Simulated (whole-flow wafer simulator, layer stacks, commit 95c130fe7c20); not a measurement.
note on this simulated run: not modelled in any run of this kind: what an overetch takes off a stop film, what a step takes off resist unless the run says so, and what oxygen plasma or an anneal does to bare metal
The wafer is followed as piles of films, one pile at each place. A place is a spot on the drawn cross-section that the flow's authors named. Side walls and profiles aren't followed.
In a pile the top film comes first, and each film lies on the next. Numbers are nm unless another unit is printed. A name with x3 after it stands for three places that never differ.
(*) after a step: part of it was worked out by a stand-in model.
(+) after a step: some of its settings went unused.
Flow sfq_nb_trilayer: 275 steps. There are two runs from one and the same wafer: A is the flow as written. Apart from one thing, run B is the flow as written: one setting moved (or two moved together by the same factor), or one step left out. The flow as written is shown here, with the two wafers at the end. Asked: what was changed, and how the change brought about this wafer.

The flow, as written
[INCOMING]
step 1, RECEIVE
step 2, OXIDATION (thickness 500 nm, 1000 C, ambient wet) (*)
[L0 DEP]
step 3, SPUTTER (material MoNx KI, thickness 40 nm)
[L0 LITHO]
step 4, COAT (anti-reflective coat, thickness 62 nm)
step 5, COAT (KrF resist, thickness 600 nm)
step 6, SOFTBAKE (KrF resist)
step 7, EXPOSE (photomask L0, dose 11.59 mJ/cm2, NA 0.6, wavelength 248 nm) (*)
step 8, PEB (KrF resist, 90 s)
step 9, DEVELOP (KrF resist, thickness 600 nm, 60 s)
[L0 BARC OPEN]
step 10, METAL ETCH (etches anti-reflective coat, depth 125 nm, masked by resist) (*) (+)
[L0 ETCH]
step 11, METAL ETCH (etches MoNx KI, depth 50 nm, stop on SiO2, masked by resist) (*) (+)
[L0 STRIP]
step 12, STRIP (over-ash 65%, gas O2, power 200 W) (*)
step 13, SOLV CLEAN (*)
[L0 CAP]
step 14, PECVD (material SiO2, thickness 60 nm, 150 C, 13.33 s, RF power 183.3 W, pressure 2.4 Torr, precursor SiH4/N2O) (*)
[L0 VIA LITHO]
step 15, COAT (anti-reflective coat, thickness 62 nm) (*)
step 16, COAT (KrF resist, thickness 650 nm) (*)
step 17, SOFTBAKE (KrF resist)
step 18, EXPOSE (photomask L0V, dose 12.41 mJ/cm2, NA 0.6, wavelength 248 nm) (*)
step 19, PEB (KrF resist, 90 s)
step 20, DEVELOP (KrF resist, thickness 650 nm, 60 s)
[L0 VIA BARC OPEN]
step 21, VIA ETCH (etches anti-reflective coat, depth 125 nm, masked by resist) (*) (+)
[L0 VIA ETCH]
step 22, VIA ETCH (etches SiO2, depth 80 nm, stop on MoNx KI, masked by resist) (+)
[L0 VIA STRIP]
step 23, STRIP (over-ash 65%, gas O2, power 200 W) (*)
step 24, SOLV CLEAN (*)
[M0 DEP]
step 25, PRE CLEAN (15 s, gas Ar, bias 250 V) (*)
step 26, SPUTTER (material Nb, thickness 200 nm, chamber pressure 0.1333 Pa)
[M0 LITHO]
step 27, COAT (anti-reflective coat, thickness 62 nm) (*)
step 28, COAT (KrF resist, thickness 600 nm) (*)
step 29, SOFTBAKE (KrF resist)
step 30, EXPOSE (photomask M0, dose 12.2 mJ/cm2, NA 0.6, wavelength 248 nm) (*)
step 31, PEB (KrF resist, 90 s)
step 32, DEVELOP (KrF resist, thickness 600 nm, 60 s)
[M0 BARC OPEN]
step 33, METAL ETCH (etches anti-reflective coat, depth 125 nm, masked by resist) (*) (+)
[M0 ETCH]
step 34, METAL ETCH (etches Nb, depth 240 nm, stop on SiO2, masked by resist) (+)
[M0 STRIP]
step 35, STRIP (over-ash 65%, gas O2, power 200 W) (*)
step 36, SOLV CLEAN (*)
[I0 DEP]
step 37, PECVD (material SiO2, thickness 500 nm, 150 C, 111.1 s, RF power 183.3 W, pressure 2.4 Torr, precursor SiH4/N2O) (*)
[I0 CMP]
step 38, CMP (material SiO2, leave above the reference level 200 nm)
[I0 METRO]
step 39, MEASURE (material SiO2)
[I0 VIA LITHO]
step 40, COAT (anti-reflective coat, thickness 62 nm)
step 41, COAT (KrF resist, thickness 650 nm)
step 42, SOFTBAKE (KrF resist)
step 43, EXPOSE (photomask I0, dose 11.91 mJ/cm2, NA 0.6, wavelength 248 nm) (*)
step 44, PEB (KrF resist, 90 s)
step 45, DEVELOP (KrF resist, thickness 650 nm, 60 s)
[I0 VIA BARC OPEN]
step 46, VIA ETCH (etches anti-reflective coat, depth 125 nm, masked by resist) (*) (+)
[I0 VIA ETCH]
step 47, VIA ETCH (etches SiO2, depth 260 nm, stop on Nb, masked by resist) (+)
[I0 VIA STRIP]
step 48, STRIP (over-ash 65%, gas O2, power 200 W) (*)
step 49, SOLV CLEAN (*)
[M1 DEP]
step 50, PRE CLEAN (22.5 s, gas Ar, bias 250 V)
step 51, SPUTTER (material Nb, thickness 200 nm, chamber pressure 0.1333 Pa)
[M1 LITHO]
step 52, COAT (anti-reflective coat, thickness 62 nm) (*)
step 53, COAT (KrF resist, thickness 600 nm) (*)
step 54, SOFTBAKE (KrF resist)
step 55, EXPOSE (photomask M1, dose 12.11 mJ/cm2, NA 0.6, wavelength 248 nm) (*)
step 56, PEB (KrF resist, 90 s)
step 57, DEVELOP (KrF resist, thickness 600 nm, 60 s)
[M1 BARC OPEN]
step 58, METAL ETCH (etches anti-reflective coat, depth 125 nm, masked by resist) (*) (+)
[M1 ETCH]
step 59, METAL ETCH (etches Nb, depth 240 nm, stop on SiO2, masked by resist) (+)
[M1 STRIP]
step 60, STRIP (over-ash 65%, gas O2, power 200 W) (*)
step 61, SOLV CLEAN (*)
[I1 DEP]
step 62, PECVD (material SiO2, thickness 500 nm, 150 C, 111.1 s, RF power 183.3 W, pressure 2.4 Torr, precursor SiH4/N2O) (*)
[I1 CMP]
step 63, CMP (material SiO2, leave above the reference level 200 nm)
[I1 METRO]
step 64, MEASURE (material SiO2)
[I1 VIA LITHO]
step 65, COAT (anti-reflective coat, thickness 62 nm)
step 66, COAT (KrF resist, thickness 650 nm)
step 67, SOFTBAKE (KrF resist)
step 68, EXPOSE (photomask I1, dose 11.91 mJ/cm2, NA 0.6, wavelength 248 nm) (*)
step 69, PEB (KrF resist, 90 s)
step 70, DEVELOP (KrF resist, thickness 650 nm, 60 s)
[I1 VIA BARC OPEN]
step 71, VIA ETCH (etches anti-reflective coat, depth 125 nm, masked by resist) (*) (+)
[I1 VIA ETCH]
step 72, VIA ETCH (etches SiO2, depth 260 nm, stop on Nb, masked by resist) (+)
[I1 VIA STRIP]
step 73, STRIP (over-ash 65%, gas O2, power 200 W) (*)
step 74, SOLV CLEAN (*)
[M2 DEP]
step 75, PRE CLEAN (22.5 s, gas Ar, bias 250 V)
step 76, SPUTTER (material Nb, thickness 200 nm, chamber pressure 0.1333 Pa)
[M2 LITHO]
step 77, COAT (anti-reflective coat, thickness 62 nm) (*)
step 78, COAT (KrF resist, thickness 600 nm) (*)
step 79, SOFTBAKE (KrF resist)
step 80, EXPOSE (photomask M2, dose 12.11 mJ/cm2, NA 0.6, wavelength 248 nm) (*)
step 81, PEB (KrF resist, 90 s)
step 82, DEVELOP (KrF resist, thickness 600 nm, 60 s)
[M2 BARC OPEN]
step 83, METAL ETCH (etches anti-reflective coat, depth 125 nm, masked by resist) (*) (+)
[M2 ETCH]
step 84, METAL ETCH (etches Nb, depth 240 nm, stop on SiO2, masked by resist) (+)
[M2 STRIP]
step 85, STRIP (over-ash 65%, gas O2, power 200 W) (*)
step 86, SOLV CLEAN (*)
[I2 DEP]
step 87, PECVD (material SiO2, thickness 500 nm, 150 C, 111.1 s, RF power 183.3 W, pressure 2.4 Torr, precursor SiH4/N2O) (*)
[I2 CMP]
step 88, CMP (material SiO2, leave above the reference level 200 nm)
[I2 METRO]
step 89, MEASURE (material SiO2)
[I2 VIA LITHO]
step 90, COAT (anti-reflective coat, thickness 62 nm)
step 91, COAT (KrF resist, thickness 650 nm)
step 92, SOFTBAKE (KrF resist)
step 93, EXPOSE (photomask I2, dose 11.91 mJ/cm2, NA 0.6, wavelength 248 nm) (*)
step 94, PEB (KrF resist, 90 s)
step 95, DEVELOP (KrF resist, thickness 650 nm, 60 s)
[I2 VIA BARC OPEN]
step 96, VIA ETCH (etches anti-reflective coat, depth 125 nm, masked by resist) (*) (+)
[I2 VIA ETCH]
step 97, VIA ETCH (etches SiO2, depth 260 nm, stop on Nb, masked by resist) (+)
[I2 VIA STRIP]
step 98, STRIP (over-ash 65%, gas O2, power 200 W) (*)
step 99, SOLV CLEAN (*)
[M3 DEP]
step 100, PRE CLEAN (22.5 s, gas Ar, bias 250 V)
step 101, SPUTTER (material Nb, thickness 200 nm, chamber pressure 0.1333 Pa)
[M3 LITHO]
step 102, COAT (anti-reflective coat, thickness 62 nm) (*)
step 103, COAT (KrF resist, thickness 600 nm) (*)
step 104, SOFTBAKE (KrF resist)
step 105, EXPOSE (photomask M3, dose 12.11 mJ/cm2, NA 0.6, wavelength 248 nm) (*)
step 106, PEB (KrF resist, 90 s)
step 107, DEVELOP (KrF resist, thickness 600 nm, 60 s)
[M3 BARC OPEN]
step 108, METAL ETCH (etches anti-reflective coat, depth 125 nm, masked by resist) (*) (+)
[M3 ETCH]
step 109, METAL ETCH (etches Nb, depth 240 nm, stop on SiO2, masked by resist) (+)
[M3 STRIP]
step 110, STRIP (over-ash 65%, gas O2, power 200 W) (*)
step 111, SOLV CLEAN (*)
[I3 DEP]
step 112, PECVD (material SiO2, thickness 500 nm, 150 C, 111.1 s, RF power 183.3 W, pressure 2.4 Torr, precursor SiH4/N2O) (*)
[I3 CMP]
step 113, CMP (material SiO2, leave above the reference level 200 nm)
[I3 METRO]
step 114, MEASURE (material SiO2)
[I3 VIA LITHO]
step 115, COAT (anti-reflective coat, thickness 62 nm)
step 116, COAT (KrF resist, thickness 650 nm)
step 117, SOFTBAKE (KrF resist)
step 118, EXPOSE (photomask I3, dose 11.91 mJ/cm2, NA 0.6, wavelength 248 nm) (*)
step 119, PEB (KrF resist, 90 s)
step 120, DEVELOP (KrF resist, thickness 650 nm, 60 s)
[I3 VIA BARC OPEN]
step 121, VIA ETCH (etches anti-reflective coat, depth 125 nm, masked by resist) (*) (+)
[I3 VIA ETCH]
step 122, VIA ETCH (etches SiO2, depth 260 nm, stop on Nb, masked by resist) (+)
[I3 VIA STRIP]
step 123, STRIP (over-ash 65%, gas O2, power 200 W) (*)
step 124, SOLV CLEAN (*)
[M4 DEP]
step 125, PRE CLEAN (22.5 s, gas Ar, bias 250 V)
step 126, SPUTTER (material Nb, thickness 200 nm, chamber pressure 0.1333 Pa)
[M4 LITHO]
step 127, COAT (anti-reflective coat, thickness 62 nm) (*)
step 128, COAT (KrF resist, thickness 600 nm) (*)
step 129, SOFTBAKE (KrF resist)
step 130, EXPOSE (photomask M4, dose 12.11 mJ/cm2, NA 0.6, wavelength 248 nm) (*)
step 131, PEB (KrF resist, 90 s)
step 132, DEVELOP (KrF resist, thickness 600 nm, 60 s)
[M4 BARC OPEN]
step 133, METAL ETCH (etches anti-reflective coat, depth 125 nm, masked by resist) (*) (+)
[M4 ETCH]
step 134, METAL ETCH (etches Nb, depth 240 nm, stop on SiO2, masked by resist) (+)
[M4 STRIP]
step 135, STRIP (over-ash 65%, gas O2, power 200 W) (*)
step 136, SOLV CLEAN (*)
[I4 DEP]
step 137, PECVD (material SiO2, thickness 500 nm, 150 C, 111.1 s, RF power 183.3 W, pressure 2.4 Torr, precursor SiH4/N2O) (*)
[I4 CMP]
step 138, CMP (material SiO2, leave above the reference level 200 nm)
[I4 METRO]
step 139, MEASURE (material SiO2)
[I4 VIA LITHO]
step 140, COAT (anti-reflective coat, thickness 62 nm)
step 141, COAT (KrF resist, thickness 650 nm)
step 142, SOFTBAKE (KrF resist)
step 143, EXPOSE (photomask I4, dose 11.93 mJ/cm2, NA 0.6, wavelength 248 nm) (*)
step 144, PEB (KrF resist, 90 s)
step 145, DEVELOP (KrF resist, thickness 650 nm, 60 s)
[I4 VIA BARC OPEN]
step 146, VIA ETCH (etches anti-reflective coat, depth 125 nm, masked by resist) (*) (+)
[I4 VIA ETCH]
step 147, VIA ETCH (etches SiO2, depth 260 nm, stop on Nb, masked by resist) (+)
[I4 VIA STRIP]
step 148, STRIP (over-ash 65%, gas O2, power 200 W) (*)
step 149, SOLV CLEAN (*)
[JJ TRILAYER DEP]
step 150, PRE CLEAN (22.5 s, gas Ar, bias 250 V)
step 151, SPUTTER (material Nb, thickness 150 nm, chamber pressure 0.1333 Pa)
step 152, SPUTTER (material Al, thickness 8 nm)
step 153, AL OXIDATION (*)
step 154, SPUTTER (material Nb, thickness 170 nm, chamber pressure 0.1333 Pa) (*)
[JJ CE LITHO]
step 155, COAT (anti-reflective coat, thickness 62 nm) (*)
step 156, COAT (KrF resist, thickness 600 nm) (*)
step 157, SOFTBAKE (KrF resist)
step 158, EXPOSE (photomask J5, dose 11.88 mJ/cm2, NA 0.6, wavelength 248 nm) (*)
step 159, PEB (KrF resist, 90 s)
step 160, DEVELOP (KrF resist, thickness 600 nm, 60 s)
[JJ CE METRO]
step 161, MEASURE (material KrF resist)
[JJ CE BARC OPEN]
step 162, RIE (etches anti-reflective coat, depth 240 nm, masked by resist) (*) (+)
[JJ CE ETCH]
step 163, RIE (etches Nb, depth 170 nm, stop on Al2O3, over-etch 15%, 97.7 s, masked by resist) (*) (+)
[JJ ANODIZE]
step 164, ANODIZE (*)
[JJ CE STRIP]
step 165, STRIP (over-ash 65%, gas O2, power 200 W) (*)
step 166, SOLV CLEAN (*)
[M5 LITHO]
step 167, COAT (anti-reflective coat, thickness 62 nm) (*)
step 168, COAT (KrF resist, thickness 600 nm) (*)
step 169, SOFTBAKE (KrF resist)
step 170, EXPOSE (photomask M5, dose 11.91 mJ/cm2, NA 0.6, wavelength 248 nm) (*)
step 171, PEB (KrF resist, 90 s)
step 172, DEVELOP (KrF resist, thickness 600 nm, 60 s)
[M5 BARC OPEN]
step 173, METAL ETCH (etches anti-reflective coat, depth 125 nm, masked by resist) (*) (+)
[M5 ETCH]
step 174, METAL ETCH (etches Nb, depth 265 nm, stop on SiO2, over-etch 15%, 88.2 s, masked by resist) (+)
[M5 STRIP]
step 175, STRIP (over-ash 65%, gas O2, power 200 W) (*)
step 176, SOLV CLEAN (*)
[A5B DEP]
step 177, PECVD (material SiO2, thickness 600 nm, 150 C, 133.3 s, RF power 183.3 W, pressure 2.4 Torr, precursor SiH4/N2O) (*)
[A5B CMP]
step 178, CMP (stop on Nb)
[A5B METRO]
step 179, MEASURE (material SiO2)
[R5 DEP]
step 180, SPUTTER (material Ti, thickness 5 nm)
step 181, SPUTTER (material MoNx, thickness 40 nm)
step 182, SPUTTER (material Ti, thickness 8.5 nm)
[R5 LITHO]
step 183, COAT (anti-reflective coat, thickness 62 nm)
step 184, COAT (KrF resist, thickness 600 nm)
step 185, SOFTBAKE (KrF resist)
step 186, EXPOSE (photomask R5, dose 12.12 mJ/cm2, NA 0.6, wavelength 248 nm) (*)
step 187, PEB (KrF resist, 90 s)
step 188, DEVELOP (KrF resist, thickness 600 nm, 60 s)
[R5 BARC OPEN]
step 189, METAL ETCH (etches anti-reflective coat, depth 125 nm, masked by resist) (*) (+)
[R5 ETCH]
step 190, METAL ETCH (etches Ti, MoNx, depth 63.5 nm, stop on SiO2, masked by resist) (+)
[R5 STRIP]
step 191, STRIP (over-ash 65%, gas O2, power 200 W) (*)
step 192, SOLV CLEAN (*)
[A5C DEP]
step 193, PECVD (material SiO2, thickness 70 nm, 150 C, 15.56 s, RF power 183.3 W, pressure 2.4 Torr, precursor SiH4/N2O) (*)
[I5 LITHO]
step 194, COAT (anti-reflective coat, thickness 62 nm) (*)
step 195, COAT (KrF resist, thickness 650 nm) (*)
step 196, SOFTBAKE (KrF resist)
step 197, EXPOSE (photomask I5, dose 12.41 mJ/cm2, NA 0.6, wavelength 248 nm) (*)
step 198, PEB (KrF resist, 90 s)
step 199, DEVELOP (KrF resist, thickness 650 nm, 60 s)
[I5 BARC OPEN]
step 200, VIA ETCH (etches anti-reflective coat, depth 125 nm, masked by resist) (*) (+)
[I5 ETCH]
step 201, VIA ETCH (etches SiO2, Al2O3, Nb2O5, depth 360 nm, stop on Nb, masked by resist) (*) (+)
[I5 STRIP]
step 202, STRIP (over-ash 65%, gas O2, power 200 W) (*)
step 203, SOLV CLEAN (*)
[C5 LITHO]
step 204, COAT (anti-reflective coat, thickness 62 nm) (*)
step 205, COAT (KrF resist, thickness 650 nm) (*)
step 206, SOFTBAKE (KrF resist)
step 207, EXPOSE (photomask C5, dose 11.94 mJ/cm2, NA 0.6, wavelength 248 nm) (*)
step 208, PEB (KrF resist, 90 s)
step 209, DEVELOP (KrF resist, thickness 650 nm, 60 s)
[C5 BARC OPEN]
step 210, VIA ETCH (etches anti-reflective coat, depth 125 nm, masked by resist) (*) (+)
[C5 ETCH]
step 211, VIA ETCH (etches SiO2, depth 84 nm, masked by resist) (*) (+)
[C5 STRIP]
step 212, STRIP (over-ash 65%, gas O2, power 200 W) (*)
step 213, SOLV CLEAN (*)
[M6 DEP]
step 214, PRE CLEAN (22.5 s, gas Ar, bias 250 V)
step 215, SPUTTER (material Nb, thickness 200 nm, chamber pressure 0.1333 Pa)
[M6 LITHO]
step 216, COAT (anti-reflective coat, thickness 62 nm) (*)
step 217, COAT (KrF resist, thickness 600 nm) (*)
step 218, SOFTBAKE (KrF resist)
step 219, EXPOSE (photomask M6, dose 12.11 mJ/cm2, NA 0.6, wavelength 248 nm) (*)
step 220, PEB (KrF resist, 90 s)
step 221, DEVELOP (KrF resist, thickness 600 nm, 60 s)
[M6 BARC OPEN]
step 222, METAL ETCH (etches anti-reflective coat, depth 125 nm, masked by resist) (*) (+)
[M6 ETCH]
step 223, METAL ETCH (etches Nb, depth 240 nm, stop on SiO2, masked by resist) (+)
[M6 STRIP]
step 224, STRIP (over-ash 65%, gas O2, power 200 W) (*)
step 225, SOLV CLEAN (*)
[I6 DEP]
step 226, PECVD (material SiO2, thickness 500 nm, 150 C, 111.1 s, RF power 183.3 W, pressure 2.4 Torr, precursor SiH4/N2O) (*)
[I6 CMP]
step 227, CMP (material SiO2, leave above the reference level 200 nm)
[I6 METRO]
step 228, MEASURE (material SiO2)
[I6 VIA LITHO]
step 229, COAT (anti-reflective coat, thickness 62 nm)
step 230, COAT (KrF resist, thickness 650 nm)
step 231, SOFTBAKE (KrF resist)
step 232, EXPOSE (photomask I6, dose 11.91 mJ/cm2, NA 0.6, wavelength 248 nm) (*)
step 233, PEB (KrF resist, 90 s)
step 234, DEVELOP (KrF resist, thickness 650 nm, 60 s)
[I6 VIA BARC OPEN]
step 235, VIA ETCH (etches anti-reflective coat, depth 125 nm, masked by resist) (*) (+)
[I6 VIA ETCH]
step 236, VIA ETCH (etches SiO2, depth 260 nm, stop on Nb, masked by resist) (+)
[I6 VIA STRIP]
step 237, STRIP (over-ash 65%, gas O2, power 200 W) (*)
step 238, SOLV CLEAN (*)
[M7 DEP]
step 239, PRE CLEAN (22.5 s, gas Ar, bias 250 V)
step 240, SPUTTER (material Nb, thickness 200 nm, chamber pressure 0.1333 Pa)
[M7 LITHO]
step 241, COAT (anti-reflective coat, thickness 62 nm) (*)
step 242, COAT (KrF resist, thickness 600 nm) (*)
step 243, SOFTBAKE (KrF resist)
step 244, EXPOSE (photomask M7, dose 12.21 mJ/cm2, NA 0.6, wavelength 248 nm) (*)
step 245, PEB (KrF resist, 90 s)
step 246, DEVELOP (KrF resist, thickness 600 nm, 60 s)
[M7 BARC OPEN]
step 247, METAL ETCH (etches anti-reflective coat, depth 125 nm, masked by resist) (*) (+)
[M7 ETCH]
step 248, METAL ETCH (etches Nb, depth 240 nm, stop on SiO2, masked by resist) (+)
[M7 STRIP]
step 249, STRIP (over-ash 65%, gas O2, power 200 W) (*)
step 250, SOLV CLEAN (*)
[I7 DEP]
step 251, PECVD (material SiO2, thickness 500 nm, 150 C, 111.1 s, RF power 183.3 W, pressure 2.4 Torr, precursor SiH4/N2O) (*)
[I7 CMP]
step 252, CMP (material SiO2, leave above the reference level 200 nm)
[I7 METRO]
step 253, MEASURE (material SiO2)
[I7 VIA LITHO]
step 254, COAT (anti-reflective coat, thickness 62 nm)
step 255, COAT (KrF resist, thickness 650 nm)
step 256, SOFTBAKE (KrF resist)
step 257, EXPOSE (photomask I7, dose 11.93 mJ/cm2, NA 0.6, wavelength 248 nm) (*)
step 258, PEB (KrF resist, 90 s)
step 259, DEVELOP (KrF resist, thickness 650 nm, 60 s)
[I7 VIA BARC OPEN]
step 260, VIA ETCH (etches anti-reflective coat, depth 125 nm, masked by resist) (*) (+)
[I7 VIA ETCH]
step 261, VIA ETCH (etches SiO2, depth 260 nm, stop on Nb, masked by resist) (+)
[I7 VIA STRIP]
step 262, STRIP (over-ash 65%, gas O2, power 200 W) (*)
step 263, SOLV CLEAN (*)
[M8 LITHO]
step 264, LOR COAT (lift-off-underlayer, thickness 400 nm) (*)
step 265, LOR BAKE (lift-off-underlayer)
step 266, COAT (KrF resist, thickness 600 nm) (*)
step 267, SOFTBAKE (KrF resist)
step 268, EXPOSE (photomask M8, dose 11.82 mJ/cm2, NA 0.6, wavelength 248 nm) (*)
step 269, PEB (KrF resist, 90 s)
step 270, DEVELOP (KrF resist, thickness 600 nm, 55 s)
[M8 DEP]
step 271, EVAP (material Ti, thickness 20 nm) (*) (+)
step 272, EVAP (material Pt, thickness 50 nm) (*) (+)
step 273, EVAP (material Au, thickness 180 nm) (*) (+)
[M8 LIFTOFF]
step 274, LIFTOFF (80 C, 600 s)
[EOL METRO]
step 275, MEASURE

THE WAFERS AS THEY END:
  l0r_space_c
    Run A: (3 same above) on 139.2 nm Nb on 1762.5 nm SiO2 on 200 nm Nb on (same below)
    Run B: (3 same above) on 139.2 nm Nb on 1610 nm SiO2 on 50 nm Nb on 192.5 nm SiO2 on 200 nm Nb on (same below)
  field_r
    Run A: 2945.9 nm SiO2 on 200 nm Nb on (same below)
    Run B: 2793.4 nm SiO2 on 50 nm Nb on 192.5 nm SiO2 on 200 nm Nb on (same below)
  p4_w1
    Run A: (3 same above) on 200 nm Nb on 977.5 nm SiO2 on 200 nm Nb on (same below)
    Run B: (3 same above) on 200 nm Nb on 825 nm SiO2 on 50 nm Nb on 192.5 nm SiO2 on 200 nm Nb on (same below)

The reason: step 51, SPUTTER: thickness 290 nm was run, while the flow as written has thickness 200 nm.

The path from the change to this, step by step:
  step 51, SPUTTER (material Nb, thickness 200 nm, chamber pressure 0.1333 Pa)
      field_l, v_sur, via_wl and 102 more: A Nb gains 200 (new film) | B Nb gains 290 (new film)
      via_w: A Nb gains 174.5 | B Nb gains 254.4
  step 52, COAT (anti-reflective coat, thickness 62 nm) (*)
      via_wl: A anti-reflective coat gains 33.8 (new film) | B anti-reflective coat gains 33.1 (new film)
      via_wr: A anti-reflective coat gains 34.9 (new film) | B anti-reflective coat gains 34.2 (new film)
  step 59, METAL ETCH (etches Nb, depth 240 nm, stop on SiO2, masked by resist) (+)
      field_l, be, be_sur and 79 more: A Nb loses 200 (all of it) | B Nb loses 240
  step 60, STRIP (over-ash 65%, gas O2, power 200 W) (*)
      via_wl: A KrF resist loses 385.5 (all of it), anti-reflective coat loses 33.8 (all of it) | B KrF resist loses 384.9 (all of it), anti-reflective coat loses 33.1 (all of it)
      via_wr: A KrF resist loses 384.4 (all of it), anti-reflective coat loses 34.9 (all of it) | B KrF resist loses 383.9 (all of it), anti-reflective coat loses 34.2 (all of it)
  step 62, PECVD (material SiO2, thickness 500 nm, 150 C, 111.1 s, RF power 183.3 W, pressure 2.4 Torr, precursor SiH4/N2O) (*)
      field_l, be, be_sur and 72 more: A SiO2 gains 500 | B SiO2 gains 500 (new film)
      lsp_m, ln_m6, lsp_r, l0_sur, l0v: A SiO2 gains 494.9 | B SiO2 gains 493.9 (new film)
      (and at 3 other places as well)
  step 63, CMP (material SiO2, leave above the reference level 200 nm)
      field_l, be, be_sur and 72 more: A SiO2 loses 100 | B SiO2 loses 60
      lsp_m, ln_m6, lsp_r, l0_sur, l0v: A SiO2 loses 94.9 | B SiO2 loses 53.9
      (and at 1 other place as well)
With metal films that touch counted as one body, l0r_space_c has 3 bodies (between them, from the top down: SiO2 1610; SiO2 192.5); the flow as written gives 2 bodies (between them, from the top down: SiO2 1762.5).
With metal films that touch counted as one body, field_r has 2 bodies (between them, from the top down: SiO2 192.5); the flow as written gives 1 body.
With metal films that touch counted as one body, p4_w1 has 4 bodies (between them, from the top down: SiO2 192.5; SiO2 825; SiO2 192.5); the flow as written gives 3 bodies (between them, from the top down: SiO2 192.5; SiO2 977.5).
